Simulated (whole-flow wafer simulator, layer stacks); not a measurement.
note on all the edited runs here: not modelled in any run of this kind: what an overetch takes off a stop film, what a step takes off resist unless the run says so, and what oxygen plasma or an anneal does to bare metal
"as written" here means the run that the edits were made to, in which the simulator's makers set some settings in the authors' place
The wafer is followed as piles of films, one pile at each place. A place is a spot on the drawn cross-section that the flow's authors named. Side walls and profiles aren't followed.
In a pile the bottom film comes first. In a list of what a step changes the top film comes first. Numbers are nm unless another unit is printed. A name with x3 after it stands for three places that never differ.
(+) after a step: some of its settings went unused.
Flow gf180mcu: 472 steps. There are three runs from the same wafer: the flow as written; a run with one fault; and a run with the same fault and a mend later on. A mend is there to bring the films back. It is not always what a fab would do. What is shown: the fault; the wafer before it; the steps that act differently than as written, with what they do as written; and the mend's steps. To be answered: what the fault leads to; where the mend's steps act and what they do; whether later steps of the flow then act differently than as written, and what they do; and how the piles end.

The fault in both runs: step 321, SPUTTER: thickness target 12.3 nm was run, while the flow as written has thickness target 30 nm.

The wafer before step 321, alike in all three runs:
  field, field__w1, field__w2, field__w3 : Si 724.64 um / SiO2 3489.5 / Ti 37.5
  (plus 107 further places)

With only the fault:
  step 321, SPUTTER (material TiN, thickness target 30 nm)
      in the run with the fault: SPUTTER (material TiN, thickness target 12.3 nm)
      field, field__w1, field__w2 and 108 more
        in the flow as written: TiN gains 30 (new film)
        in the run with the fault: TiN gains 12.3 (new film)
  Later steps of the flow acting differently than as written:
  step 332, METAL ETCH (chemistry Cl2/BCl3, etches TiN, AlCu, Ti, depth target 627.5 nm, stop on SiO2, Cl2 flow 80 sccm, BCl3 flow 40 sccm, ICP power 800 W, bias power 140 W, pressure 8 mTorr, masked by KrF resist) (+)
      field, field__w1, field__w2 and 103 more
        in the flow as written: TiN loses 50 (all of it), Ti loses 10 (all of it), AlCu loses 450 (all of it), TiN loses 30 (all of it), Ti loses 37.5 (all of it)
        in the run with the fault: TiN loses 50 (all of it), Ti loses 10 (all of it), AlCu loses 450 (all of it), TiN loses 12.3 (all of it), Ti loses 37.5 (all of it)
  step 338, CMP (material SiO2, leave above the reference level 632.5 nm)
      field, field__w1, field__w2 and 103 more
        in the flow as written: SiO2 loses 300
        in the run with the fault: SiO2 loses 317.7
  By the end, the piles at field__w8, contact, m1, m1__w1, m1_nw depart from the flow's by more than 2% or 0.5 nm, whichever is larger.
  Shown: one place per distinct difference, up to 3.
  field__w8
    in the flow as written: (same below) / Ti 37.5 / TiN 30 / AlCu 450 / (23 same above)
    in the run with the fault: (same below) / Ti 37.5 / TiN 12.3 / AlCu 450 / (23 same above)
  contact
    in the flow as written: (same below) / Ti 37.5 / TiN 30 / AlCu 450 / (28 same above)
    in the run with the fault: (same below) / Ti 37.5 / TiN 12.3 / AlCu 450 / (28 same above)

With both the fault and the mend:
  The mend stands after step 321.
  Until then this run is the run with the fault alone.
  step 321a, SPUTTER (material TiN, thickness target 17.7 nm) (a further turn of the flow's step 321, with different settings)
      field, field__w1, field__w2 and 108 more
        TiN gains 17.7
  None of the later steps of the flow acts differently than as written at any place that is followed.
  At every place that both follow, the piles at the end match the flow's.
